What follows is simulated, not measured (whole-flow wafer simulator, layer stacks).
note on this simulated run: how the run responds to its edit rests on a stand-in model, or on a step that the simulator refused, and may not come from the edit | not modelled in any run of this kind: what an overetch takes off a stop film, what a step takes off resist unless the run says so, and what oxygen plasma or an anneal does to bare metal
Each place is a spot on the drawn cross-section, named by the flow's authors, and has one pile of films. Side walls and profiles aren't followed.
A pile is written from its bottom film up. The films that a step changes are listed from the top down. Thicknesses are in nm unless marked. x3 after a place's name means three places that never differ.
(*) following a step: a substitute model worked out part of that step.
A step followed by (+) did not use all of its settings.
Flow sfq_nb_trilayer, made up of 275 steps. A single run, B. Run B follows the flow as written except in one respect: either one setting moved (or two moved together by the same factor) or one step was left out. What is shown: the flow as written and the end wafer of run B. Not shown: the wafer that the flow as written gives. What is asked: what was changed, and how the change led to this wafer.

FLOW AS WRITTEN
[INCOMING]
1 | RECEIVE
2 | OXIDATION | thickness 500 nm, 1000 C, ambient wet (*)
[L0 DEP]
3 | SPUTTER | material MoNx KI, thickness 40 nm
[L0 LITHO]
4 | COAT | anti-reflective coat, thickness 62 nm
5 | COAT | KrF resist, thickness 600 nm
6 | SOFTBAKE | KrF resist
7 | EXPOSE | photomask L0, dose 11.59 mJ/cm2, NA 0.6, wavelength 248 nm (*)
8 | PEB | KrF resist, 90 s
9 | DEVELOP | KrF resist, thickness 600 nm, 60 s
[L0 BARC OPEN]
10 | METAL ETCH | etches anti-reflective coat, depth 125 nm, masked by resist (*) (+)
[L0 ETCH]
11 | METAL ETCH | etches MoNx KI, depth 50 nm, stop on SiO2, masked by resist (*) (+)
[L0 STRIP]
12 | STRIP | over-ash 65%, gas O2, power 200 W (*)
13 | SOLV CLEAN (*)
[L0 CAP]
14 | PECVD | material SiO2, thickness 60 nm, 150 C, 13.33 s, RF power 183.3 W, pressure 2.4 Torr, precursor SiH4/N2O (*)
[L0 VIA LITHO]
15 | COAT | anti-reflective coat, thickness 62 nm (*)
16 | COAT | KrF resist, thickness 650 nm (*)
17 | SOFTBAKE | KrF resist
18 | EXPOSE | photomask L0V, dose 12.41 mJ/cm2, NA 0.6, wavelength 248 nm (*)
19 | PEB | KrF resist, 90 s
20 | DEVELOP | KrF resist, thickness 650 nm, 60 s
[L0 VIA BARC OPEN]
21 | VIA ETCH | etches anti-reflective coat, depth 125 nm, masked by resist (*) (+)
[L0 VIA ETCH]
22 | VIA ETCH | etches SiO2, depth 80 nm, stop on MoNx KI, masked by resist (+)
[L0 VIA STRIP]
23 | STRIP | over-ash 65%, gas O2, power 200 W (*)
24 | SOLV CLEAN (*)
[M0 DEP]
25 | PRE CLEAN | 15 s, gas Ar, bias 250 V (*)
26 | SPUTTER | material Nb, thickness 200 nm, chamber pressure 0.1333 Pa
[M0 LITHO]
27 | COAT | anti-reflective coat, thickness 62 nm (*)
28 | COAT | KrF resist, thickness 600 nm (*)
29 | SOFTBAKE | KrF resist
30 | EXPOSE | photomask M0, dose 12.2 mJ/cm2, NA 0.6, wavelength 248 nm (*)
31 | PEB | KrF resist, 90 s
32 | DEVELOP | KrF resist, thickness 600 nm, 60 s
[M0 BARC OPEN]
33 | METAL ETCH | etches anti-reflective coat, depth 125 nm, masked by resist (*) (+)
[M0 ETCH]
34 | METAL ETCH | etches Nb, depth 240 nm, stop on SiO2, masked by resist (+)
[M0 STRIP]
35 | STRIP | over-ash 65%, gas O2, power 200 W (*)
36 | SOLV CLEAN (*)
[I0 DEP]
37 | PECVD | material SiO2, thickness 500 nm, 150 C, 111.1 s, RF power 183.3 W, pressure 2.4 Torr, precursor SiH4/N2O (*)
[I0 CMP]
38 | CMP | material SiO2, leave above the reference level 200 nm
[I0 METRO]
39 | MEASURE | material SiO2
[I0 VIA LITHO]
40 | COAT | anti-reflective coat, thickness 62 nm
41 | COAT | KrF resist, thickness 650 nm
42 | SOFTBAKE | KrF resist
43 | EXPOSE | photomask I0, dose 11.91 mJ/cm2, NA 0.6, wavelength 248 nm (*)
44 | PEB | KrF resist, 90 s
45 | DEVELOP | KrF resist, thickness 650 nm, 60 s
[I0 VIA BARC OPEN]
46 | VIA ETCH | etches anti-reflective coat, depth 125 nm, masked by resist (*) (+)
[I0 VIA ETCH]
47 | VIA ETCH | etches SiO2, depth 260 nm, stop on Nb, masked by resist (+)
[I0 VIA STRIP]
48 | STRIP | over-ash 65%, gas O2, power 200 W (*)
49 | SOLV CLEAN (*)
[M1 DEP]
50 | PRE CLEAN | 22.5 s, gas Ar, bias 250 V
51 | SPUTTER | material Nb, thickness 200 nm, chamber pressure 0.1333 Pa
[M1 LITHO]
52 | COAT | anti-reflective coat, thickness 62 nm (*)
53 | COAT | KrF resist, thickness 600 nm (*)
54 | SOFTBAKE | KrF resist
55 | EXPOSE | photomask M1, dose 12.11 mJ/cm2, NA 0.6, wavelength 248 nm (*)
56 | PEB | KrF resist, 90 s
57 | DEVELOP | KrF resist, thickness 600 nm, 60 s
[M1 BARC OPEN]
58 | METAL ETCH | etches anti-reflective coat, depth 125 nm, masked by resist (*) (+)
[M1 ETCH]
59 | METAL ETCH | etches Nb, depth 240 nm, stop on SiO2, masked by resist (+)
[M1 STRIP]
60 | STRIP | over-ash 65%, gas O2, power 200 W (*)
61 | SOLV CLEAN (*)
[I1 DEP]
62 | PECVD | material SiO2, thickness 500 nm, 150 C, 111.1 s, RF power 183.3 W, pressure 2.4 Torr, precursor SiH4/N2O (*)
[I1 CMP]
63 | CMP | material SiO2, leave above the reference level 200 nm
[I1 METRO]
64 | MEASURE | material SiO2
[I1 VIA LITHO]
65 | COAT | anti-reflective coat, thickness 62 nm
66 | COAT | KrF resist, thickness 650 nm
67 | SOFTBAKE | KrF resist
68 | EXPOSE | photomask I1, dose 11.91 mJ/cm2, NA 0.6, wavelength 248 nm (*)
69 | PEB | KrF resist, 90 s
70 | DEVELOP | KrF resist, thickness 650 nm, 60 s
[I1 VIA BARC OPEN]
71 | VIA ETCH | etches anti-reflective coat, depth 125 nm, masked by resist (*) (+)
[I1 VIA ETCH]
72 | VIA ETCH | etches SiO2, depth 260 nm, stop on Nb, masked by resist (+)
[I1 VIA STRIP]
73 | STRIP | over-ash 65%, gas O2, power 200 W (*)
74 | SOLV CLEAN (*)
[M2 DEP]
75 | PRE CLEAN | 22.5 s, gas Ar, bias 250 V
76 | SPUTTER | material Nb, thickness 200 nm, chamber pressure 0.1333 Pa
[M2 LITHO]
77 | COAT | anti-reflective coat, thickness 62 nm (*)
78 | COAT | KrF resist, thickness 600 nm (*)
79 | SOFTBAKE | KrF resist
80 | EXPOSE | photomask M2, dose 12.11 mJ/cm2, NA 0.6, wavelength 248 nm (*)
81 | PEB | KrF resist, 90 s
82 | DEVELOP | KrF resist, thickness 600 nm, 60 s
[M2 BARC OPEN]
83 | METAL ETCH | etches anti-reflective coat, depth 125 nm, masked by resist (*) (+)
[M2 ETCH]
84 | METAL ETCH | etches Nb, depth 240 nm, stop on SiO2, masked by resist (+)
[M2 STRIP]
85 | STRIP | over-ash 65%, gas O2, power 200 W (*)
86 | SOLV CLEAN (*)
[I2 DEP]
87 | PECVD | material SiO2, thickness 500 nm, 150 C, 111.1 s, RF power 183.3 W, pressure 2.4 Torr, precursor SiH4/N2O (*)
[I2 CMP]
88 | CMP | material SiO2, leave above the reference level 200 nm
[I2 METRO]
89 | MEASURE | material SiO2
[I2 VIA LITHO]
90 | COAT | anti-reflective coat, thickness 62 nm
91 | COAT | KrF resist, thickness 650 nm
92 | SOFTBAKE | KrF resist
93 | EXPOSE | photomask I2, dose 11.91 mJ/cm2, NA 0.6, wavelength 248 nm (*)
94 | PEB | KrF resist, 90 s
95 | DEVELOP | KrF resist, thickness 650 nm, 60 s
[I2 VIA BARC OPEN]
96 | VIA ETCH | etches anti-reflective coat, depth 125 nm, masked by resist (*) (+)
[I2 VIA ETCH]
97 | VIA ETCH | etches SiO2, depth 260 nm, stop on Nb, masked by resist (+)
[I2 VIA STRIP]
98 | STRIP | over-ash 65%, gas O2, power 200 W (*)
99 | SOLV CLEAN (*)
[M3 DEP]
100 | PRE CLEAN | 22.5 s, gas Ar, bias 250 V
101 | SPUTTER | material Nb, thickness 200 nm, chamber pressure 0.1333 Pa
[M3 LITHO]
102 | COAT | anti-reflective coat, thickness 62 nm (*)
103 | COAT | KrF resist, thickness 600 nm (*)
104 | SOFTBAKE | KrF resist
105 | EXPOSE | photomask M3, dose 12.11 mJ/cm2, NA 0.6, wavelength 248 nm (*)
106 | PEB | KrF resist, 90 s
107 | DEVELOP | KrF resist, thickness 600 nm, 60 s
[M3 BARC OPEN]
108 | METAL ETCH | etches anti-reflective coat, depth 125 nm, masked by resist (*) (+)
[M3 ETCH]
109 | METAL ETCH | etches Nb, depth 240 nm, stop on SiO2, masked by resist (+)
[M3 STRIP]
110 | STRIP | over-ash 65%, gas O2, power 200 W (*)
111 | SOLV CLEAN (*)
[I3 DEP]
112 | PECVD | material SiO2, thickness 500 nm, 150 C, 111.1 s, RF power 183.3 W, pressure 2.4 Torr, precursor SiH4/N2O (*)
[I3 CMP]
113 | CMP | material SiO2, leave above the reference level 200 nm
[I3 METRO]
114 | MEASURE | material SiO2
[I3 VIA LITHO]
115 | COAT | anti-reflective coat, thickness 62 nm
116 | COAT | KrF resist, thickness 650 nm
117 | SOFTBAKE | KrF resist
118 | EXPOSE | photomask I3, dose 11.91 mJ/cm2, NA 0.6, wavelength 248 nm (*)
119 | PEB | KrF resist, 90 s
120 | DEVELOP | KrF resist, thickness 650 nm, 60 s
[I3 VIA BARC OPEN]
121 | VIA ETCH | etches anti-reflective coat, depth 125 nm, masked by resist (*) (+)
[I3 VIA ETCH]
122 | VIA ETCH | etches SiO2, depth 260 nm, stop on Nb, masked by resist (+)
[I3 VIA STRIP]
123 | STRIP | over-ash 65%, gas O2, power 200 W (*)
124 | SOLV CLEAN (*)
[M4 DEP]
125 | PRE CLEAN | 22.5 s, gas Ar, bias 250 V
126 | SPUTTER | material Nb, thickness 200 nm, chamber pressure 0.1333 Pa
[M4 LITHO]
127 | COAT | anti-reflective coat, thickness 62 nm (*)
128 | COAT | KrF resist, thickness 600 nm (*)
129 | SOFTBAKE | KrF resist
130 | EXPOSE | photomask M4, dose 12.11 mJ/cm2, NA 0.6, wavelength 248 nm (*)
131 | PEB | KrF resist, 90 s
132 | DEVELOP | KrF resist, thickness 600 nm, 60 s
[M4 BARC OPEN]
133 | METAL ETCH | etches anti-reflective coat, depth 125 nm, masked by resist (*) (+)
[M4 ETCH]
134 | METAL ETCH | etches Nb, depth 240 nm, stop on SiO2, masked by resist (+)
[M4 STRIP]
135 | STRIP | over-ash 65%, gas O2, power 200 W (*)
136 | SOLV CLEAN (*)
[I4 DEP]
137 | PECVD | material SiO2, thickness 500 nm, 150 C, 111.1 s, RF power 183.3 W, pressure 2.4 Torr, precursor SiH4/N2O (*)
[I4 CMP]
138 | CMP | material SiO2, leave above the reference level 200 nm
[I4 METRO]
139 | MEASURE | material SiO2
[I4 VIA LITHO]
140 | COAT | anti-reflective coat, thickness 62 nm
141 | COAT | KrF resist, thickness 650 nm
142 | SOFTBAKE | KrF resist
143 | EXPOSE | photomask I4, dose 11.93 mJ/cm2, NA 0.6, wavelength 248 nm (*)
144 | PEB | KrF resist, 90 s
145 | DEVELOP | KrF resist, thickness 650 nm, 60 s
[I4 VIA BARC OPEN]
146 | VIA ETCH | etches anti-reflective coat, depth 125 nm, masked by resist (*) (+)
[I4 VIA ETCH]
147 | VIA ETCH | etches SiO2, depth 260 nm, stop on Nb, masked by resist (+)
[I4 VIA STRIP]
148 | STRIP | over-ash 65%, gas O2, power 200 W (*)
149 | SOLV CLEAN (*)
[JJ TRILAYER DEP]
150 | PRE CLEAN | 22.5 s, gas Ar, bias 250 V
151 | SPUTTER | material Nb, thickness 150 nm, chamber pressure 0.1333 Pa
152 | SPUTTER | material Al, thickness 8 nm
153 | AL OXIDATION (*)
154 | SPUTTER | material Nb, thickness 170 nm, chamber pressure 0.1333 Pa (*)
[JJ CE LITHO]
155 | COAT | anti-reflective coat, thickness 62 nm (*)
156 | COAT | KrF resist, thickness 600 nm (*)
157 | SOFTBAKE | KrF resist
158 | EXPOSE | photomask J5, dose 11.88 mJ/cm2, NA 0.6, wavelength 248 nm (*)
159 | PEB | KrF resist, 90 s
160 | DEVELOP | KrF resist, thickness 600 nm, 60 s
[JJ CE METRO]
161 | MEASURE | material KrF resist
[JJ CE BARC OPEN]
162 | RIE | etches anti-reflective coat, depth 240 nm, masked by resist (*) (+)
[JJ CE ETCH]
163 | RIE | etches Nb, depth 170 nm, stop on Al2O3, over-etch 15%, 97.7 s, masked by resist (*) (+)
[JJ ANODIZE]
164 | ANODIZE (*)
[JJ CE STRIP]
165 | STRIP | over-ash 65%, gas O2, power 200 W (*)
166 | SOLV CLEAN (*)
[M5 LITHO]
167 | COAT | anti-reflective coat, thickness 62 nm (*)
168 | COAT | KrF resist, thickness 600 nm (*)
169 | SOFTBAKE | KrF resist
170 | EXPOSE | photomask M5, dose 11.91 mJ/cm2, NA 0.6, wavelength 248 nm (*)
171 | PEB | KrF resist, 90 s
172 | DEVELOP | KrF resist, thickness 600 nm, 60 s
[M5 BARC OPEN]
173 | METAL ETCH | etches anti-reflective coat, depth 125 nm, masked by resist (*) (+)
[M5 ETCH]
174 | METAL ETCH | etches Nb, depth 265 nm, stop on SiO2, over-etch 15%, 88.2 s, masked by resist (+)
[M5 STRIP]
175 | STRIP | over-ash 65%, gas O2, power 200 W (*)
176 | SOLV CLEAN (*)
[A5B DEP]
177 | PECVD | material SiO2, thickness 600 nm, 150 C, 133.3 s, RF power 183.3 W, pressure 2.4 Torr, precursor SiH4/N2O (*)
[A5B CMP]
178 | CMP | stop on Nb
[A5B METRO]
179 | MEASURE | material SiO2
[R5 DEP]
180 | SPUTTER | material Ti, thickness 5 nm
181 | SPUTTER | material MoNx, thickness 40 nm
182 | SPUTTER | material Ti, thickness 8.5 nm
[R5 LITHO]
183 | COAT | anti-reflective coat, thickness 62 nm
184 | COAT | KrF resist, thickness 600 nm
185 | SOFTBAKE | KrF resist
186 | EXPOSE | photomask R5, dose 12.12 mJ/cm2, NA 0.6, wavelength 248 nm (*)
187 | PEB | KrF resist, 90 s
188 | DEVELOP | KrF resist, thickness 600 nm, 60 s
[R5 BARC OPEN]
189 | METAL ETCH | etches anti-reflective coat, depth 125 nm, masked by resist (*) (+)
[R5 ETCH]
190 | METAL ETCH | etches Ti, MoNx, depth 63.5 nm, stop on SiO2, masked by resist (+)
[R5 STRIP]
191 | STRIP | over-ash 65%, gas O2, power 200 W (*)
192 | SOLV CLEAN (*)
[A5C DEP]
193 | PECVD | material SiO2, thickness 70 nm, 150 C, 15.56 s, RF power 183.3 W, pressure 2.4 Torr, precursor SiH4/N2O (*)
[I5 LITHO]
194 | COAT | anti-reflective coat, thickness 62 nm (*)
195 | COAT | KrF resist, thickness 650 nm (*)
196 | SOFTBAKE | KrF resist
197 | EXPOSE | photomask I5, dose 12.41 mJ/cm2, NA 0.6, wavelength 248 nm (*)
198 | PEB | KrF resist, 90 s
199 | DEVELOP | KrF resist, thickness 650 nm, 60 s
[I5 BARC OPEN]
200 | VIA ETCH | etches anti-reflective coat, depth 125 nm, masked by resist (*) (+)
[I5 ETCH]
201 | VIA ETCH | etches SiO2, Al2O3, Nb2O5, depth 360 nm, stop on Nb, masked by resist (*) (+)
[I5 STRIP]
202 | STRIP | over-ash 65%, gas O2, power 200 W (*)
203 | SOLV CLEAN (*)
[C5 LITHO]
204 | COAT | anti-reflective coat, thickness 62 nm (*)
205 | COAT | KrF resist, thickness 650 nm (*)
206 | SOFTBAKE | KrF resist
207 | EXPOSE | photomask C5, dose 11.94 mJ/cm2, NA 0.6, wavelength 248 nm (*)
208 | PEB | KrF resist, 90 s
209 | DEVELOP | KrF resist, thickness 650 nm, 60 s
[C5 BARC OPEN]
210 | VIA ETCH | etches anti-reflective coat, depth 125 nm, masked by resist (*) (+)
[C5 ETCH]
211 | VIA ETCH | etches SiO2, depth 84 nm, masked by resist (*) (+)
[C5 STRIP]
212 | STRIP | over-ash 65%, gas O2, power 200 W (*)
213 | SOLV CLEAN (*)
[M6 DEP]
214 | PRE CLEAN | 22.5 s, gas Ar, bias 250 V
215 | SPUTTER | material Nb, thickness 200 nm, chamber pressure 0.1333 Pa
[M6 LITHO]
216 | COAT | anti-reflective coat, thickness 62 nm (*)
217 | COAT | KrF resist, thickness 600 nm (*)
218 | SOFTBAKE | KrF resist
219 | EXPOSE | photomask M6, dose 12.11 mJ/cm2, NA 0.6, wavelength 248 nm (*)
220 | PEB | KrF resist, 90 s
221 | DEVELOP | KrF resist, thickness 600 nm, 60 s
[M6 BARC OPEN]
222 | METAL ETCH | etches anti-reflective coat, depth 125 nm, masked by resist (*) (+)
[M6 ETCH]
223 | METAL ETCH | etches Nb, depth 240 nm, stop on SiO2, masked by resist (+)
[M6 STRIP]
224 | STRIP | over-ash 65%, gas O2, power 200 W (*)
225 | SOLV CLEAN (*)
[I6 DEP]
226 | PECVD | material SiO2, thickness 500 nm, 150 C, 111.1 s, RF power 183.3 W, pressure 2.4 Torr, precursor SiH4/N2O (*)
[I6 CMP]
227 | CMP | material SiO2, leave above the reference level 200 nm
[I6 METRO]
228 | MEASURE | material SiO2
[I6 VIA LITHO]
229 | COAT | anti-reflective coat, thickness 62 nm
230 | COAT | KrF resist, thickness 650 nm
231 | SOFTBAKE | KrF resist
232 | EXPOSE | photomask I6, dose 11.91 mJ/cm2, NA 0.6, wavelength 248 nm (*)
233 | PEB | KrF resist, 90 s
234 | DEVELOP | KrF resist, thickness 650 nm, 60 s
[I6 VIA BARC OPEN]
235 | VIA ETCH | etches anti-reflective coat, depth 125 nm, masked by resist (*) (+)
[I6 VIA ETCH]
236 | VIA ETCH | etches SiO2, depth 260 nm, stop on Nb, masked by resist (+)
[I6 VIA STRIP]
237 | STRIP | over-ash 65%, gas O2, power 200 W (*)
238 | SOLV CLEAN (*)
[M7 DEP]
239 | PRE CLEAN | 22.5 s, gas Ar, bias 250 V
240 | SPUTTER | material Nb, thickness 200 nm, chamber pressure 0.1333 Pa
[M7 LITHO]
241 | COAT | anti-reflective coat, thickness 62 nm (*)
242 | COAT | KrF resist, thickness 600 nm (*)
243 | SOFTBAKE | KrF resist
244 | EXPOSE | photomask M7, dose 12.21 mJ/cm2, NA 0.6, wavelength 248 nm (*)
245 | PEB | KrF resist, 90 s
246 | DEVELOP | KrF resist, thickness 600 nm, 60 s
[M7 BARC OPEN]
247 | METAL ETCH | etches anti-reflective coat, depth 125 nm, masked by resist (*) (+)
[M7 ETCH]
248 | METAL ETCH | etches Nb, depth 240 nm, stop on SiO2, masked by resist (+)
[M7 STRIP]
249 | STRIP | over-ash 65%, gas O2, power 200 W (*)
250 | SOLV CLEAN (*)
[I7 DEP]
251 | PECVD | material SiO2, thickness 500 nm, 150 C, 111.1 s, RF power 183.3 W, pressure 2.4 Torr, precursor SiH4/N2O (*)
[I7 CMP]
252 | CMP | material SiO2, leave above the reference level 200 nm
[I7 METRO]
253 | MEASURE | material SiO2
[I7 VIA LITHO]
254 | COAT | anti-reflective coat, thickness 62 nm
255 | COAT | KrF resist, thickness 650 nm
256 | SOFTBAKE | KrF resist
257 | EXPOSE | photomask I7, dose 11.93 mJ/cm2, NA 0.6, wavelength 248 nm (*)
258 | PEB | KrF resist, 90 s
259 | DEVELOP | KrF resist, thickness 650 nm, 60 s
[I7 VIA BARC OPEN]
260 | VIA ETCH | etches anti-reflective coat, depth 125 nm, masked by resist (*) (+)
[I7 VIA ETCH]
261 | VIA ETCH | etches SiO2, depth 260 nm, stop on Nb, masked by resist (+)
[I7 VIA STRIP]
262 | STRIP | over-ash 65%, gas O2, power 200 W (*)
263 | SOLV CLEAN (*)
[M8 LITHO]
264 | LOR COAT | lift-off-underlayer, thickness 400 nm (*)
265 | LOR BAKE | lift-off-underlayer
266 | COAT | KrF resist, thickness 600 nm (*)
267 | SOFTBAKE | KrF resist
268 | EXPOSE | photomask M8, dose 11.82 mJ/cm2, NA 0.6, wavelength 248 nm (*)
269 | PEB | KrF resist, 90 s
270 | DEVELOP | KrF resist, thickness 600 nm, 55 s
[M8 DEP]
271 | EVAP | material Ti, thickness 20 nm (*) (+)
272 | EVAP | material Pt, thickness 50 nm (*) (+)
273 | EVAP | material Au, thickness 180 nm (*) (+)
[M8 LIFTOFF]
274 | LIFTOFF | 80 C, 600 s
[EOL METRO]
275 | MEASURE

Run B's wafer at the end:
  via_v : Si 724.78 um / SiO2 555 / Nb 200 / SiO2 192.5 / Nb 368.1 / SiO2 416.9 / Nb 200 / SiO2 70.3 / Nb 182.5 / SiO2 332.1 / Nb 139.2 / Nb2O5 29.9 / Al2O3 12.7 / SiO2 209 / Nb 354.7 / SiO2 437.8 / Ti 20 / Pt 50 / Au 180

What caused this: step 122, VIA ETCH: depth 122 nm was run, whereas the flow has depth 260 nm.

The path from the change to this, step by step:
  122 | VIA ETCH | etches SiO2, depth 260 nm, stop on Nb, masked by resist (+)
      via_v: -122 SiO2 (it would be, as written: -199.8 SiO2 (all of it))
      field_l, v_sur, via_wl and 102 more: -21 KrF resist (it would be, as written: -44.8 KrF resist)
  123 | STRIP | over-ash 65%, gas O2, power 200 W (*)
      field_l, v_sur, via_wl and 102 more: -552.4 KrF resist (all of it), -62 anti-reflective coat (all of it) (it would be, as written: -528.6 KrF resist (all of it), -62 anti-reflective coat (all of it))
  125 | PRE CLEAN | 22.5 s, gas Ar, bias 250 V
      via_v: -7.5 SiO2 (it would be, as written: -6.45 Nb)
  126 | SPUTTER | material Nb, thickness 200 nm, chamber pressure 0.1333 Pa
      via_v: +182.5 Nb (new film) (it would be, as written: +165.5 Nb)
  127 | COAT | anti-reflective coat, thickness 62 nm (*)
      via_sp: +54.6 anti-reflective coat (new film) (it would be, as written: +53 anti-reflective coat (new film))
      via_v: +107.3 anti-reflective coat (new film) (it would be, as written: +124.8 anti-reflective coat (new film))
      (also at 1 further place)
  128 | COAT | KrF resist, thickness 600 nm (*)
      via_v: +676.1 KrF resist (new film) (it would be, as written: +739.8 KrF resist (new film))
  135 | STRIP | over-ash 65%, gas O2, power 200 W (*)
      via_sp: -379.1 KrF resist (all of it), -54.6 anti-reflective coat (all of it) (it would be, as written: -373.9 KrF resist (all of it), -53 anti-reflective coat (all of it))
      via_v: -458.3 KrF resist (all of it), -107.3 anti-reflective coat (all of it) (it would be, as written: -521.8 KrF resist (all of it), -124.8 anti-reflective coat (all of it))
      (also at 1 further place)
  137 | PECVD | material SiO2, thickness 500 nm, 150 C, 111.1 s, RF power 183.3 W, pressure 2.4 Torr, precursor SiH4/N2O (*)
      via_v: +500 SiO2 (new film) (it would be, as written: +615 SiO2 (new film))
  138 | CMP | material SiO2, leave above the reference level 200 nm
      via_v: -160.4 SiO2 (it would be, as written: -181.6 SiO2)
If metal films that touch count as one body, via_v has 7 bodies (between them, from the top down: SiO2 437.8; SiO2 209 / Al2O3 12.7 / Nb2O5 29.9; SiO2 332.1; SiO2 70.3; SiO2 416.9; SiO2 192.5); the flow as written gives 6 bodies (between them, from the top down: SiO2 437.8; SiO2 209 / Al2O3 12.7 / Nb2O5 29.9; SiO2 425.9; SiO2 416.9; SiO2 192.5).
